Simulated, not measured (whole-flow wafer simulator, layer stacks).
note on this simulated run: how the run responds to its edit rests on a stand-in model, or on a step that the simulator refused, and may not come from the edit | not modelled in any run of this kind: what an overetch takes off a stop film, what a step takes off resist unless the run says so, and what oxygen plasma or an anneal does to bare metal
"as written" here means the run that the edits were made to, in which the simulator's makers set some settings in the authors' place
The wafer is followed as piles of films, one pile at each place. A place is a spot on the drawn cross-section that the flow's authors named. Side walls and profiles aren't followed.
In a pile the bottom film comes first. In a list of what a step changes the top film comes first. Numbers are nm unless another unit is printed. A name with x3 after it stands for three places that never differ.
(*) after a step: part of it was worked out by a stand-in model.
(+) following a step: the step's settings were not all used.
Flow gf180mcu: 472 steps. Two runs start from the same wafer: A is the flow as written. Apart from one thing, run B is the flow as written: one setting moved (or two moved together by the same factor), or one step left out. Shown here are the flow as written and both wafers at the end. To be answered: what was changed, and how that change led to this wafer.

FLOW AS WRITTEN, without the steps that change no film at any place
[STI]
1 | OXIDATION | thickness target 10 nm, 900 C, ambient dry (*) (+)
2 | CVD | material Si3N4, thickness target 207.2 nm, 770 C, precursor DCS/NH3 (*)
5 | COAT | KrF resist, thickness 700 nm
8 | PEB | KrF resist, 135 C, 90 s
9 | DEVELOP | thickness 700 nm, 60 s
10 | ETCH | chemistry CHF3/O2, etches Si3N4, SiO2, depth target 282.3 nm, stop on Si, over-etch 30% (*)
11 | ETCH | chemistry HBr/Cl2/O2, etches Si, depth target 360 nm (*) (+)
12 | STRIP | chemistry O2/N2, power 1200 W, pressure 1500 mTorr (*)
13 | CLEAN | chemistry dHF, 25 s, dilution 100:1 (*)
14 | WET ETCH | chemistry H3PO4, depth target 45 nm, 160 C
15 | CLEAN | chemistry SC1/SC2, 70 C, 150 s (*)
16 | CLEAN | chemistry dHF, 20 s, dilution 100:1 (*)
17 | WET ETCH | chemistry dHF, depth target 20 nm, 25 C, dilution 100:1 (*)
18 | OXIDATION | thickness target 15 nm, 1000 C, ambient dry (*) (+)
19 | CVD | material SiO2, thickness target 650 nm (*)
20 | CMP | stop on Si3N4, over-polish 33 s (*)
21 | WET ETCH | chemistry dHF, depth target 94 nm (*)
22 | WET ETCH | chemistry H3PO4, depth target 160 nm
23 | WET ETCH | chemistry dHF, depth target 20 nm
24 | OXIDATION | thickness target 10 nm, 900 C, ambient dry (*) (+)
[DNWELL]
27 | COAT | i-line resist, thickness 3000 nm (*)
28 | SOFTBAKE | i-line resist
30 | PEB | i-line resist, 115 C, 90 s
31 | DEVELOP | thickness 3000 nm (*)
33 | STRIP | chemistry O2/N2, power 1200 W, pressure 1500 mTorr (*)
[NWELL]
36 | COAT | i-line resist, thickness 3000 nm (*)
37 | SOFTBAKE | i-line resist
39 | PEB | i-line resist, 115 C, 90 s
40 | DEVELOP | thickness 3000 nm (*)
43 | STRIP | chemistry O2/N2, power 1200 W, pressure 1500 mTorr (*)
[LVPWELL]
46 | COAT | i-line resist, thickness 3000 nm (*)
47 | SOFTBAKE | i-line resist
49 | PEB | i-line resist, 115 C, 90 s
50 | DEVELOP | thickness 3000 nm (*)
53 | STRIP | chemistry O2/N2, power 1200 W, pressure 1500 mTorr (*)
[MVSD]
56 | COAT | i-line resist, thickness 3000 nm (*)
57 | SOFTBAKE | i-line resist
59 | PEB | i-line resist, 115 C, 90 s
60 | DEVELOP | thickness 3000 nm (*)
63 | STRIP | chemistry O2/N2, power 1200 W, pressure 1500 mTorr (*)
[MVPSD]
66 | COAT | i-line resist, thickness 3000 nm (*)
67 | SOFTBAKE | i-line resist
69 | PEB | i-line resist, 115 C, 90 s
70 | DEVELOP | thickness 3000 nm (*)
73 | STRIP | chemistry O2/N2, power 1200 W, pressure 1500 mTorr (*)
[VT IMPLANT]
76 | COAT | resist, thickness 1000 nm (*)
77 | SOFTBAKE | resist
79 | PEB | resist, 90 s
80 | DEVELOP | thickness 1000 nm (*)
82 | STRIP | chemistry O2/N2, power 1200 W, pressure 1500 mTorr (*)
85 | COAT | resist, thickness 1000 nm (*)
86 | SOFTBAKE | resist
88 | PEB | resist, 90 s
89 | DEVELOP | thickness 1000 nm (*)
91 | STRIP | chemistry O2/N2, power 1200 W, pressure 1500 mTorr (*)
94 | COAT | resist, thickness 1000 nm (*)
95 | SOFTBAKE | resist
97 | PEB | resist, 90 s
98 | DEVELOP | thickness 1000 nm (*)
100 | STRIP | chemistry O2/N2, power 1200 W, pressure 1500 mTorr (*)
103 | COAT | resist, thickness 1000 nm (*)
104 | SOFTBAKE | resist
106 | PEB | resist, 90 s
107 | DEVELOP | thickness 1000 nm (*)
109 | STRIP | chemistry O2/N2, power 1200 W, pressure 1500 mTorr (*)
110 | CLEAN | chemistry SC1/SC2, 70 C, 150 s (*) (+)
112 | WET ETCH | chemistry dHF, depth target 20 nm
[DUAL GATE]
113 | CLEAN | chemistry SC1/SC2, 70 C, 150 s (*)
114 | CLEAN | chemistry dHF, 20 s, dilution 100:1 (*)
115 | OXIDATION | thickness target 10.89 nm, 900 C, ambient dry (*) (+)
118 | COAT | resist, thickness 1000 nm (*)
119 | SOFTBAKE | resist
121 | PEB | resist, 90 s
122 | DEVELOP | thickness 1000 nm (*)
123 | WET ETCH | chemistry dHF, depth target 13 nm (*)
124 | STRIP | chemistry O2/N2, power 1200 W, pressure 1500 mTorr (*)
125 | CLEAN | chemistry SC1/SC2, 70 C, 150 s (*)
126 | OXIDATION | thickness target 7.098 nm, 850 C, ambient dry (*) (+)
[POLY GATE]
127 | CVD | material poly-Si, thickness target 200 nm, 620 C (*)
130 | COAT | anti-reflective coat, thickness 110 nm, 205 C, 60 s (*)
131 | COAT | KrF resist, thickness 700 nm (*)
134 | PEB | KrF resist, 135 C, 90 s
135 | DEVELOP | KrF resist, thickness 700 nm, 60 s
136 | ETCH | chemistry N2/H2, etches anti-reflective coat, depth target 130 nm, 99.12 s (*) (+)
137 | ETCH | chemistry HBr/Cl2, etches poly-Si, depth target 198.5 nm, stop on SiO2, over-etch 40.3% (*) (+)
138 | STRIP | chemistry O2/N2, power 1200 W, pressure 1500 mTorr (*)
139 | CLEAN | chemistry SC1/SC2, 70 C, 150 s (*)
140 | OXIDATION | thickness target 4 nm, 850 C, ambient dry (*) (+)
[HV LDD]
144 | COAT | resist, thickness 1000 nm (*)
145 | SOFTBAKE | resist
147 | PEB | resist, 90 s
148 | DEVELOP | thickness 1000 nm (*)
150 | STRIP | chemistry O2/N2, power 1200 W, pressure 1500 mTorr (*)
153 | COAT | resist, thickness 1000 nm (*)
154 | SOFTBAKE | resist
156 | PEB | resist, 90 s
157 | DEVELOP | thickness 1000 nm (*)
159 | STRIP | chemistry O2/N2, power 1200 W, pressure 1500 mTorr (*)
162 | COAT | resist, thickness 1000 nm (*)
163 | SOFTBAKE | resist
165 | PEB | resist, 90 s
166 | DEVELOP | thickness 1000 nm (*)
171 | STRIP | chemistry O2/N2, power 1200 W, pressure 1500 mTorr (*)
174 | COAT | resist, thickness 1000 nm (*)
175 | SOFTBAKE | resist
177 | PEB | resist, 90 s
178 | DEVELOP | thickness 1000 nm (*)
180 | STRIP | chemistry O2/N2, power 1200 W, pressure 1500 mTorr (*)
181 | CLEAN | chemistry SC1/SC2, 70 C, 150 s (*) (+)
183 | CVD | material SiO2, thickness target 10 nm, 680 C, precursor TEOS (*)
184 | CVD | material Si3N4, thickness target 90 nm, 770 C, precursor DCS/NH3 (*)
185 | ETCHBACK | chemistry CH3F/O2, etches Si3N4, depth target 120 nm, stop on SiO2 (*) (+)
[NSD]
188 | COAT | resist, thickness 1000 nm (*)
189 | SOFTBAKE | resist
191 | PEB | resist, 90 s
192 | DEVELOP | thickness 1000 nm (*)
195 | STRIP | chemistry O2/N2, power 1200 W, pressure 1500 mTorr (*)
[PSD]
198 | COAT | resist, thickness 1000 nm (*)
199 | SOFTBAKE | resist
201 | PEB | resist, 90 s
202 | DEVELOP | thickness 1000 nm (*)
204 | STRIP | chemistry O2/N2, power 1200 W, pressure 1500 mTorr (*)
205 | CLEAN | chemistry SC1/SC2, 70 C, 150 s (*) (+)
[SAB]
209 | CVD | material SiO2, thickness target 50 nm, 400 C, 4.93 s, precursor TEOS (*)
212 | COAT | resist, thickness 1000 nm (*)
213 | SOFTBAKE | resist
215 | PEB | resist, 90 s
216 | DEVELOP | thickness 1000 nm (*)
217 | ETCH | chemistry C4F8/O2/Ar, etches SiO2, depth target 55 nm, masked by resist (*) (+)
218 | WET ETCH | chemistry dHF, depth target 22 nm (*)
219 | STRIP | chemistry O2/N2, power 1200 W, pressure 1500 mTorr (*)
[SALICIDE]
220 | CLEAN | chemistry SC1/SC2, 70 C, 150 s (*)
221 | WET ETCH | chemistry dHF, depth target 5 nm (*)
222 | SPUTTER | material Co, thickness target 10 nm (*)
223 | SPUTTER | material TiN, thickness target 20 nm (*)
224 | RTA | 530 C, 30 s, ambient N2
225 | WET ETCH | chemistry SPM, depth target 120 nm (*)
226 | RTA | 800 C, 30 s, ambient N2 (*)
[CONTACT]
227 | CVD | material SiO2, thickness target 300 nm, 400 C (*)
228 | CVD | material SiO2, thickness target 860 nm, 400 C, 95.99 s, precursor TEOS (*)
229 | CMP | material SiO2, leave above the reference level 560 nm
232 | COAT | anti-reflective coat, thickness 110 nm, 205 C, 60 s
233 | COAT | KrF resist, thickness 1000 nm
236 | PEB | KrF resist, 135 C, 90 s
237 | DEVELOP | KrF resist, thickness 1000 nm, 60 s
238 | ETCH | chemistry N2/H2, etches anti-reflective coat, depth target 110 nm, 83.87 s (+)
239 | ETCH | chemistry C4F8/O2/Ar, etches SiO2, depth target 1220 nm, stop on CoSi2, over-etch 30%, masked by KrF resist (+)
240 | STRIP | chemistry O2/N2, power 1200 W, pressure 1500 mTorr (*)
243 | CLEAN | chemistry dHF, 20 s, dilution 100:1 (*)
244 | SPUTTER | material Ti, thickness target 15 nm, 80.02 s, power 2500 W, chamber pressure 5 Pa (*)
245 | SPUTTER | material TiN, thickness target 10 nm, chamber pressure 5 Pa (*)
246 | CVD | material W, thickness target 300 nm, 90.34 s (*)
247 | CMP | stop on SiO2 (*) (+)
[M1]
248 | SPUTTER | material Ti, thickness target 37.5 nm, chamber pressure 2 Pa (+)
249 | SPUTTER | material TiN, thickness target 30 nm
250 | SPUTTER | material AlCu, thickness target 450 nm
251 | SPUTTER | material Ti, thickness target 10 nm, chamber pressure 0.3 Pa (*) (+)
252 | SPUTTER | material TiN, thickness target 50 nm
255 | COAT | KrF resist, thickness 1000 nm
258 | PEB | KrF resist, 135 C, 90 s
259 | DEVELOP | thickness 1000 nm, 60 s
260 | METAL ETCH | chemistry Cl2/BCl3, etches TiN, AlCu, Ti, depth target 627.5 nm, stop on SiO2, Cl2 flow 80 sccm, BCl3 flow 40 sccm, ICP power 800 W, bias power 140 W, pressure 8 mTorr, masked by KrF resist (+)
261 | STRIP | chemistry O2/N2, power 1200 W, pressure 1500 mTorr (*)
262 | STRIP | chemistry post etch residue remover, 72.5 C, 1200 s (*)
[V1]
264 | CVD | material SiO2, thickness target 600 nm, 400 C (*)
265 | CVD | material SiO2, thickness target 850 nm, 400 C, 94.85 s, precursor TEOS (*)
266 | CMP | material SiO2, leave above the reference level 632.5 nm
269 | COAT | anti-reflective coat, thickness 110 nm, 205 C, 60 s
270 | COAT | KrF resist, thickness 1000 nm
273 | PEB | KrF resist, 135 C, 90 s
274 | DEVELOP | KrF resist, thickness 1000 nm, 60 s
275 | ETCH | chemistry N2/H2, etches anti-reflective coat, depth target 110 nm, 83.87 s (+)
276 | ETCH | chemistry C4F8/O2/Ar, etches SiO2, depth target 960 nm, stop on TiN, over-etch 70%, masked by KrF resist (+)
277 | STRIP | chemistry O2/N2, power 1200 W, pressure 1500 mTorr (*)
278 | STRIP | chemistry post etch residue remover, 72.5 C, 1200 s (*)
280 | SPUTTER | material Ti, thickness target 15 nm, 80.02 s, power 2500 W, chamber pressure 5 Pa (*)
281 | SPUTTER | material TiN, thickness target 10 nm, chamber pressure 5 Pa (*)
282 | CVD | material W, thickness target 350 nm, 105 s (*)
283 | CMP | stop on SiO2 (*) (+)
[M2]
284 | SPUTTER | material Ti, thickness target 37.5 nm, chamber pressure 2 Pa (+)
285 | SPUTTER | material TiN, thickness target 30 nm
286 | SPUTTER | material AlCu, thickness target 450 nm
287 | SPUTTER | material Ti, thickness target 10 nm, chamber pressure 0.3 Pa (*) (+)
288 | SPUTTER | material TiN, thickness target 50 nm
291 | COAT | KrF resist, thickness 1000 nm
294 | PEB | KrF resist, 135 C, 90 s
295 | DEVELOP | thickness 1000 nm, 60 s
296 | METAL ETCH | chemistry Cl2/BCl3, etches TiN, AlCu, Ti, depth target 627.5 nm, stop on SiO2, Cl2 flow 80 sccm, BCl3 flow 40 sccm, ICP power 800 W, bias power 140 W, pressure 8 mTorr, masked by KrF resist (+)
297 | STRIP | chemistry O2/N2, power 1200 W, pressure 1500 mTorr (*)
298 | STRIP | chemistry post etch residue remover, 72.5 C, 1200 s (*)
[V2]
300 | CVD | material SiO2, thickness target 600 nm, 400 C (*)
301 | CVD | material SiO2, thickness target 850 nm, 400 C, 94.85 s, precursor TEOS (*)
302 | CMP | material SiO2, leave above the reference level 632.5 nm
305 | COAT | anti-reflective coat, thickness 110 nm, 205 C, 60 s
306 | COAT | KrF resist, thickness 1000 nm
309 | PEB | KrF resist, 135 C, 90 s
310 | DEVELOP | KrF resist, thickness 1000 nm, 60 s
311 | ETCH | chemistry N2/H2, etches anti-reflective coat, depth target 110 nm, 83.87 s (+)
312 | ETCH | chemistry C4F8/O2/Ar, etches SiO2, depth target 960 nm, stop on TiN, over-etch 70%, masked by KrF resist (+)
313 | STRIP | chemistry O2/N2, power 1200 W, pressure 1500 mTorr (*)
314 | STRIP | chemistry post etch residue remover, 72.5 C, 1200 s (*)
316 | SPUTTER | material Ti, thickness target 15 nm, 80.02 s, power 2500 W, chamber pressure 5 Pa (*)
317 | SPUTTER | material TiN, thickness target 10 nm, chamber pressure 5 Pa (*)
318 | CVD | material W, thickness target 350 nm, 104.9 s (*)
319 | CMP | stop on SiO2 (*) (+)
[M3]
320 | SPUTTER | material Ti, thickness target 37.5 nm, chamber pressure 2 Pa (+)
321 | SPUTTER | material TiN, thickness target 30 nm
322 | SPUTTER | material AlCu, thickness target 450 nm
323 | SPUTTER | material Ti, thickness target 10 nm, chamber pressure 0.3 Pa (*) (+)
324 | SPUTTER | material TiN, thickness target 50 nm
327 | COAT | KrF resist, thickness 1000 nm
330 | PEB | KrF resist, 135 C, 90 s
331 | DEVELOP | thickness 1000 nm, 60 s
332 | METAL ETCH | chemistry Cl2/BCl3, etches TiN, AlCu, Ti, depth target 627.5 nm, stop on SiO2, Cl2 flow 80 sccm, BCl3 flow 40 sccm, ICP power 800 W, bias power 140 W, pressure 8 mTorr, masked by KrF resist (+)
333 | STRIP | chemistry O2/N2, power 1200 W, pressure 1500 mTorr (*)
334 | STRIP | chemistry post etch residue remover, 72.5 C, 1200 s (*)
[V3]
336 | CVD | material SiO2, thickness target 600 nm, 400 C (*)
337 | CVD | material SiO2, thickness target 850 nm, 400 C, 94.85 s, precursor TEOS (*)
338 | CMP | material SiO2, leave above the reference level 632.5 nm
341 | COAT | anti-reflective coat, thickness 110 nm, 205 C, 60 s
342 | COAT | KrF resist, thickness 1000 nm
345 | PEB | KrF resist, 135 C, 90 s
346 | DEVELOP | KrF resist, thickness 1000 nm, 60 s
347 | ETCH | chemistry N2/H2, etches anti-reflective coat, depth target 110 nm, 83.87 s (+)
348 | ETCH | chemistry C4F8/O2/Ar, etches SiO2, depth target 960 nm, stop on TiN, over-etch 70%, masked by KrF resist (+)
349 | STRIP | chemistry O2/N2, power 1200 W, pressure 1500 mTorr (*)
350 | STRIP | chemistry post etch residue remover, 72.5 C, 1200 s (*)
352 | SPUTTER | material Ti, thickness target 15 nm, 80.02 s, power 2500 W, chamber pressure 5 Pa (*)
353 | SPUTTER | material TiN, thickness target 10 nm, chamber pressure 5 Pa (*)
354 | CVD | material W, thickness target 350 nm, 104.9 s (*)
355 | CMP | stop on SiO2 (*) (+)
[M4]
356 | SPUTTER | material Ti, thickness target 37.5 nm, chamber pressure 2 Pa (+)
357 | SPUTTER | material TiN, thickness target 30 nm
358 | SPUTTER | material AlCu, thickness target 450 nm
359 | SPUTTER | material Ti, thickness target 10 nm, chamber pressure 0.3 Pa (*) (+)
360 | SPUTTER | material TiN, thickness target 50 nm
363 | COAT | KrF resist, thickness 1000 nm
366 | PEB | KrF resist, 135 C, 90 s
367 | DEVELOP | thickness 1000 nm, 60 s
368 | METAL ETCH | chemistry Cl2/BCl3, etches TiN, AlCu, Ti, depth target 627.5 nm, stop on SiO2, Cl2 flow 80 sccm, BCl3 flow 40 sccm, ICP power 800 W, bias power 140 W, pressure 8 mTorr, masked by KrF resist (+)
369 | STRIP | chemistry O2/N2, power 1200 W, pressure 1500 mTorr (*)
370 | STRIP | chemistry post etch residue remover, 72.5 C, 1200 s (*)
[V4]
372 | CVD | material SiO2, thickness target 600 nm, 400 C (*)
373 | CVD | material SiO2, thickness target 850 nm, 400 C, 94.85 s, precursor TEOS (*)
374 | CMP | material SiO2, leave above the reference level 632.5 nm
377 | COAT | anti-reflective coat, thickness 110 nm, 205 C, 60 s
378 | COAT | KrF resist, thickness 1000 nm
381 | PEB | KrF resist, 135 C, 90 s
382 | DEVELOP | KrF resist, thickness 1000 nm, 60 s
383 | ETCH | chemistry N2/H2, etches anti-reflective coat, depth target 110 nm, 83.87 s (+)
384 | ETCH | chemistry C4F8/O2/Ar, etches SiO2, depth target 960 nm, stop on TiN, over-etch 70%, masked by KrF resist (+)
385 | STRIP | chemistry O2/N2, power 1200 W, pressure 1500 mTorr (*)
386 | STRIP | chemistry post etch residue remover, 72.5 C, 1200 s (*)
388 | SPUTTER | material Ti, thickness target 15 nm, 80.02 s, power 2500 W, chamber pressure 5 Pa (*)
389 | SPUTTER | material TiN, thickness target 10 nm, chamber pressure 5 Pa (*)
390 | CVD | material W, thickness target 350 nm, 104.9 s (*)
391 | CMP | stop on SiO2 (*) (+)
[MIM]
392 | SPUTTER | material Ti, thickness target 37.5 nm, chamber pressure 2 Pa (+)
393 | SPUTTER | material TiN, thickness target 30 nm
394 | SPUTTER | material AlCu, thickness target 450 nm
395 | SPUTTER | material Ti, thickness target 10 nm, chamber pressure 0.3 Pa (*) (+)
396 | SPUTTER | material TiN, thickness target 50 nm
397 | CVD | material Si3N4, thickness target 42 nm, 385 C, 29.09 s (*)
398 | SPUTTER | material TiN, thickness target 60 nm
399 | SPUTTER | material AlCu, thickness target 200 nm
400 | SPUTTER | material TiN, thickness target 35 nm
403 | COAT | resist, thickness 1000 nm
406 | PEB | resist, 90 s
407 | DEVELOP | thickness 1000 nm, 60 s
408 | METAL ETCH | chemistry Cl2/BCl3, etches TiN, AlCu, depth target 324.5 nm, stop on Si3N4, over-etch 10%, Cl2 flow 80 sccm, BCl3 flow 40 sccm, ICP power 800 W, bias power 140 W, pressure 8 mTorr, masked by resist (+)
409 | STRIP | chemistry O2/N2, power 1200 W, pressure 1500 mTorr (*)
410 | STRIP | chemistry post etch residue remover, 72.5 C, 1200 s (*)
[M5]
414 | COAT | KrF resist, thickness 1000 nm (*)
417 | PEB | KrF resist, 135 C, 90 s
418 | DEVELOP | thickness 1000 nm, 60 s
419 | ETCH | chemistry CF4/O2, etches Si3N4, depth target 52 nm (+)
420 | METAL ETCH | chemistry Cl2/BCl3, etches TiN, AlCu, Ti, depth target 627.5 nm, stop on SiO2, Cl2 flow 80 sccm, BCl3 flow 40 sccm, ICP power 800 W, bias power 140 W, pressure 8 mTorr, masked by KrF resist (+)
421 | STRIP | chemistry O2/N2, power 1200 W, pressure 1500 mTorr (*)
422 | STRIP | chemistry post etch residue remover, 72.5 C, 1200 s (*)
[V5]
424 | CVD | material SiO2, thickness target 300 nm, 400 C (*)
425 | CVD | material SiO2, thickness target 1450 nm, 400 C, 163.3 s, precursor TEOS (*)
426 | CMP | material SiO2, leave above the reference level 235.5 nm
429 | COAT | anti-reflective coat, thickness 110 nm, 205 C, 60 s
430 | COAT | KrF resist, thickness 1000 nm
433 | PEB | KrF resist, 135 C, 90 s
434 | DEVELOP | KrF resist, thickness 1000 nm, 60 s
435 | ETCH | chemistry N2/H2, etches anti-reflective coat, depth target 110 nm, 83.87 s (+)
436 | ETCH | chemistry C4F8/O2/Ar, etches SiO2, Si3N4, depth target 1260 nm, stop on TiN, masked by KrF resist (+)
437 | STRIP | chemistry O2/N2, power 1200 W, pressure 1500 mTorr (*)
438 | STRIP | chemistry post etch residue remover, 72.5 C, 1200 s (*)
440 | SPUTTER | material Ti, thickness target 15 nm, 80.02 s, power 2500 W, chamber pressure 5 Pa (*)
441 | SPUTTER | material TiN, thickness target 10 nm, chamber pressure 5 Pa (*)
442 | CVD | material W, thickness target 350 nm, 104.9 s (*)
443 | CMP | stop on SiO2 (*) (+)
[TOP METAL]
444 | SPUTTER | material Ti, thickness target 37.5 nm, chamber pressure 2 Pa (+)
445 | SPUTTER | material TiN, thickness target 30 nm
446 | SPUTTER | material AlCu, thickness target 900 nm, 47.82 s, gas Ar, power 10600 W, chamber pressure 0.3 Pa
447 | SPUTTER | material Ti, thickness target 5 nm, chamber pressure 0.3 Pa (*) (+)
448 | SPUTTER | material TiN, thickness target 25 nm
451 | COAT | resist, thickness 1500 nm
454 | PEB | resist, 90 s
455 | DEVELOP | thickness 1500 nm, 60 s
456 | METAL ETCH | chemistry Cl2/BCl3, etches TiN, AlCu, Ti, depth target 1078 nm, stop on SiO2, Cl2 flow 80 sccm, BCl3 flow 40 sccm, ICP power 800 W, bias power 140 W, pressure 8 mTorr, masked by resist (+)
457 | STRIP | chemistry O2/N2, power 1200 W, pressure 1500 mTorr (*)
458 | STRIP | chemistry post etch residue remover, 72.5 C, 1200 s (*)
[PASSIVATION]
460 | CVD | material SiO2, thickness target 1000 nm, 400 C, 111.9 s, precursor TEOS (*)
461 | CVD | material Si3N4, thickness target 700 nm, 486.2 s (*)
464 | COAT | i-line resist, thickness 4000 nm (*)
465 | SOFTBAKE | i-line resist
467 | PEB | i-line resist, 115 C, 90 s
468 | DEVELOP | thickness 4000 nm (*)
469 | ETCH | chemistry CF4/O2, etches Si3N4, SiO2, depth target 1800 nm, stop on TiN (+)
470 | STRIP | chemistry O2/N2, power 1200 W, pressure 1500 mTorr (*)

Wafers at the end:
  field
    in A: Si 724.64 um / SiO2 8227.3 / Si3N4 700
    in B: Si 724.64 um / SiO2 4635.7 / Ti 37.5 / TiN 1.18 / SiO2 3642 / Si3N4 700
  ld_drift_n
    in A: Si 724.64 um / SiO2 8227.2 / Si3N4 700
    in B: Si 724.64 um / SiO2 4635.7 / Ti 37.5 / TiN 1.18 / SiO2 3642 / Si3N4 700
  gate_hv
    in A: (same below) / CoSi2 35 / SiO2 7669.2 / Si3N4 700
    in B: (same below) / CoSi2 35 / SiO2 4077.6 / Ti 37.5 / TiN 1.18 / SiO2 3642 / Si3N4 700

The reason: step 358, SPUTTER: thickness target 539.1 nm was run, whereas the flow has thickness target 450 nm.

The path from the change to this, step by step:
  358 | SPUTTER | material AlCu, thickness target 450 nm
      field, field__w1, field__w2 and 108 more: A +450 AlCu (new film) | B +539.1 AlCu (new film)
  368 | METAL ETCH | chemistry Cl2/BCl3, etches TiN, AlCu, Ti, depth target 627.5 nm, stop on SiO2, Cl2 flow 80 sccm, BCl3 flow 40 sccm, ICP power 800 W, bias power 140 W, pressure 8 mTorr, masked by KrF resist (+)
      field, field__w1, field__w2 and 103 more: A -50 TiN (all of it), -10 Ti (all of it), -450 AlCu (all of it), -30 TiN (all of it), -37.5 Ti (all of it) | B -50 TiN (all of it), -10 Ti (all of it), -539.1 AlCu (all of it), -28.4 TiN
  372 | CVD | material SiO2, thickness target 600 nm, 400 C (*)
      field, field__w1, field__w2 and 103 more: A +600 SiO2 | B +600 SiO2 (new film)
  374 | CMP | material SiO2, leave above the reference level 632.5 nm
      field, field__w1, field__w2 and 103 more: A -300 SiO2 | B -249.6 SiO2
Taking metal films that touch as one body, field has 1 body; the flow as written gives 0 bodies.
Taking metal films that touch as one body, ld_drift_n has 1 body; the flow as written gives 0 bodies.
Taking metal films that touch as one body, gate_hv has 2 bodies (between them, from the top down: SiO2 4077.6); the flow as written gives 1 body.
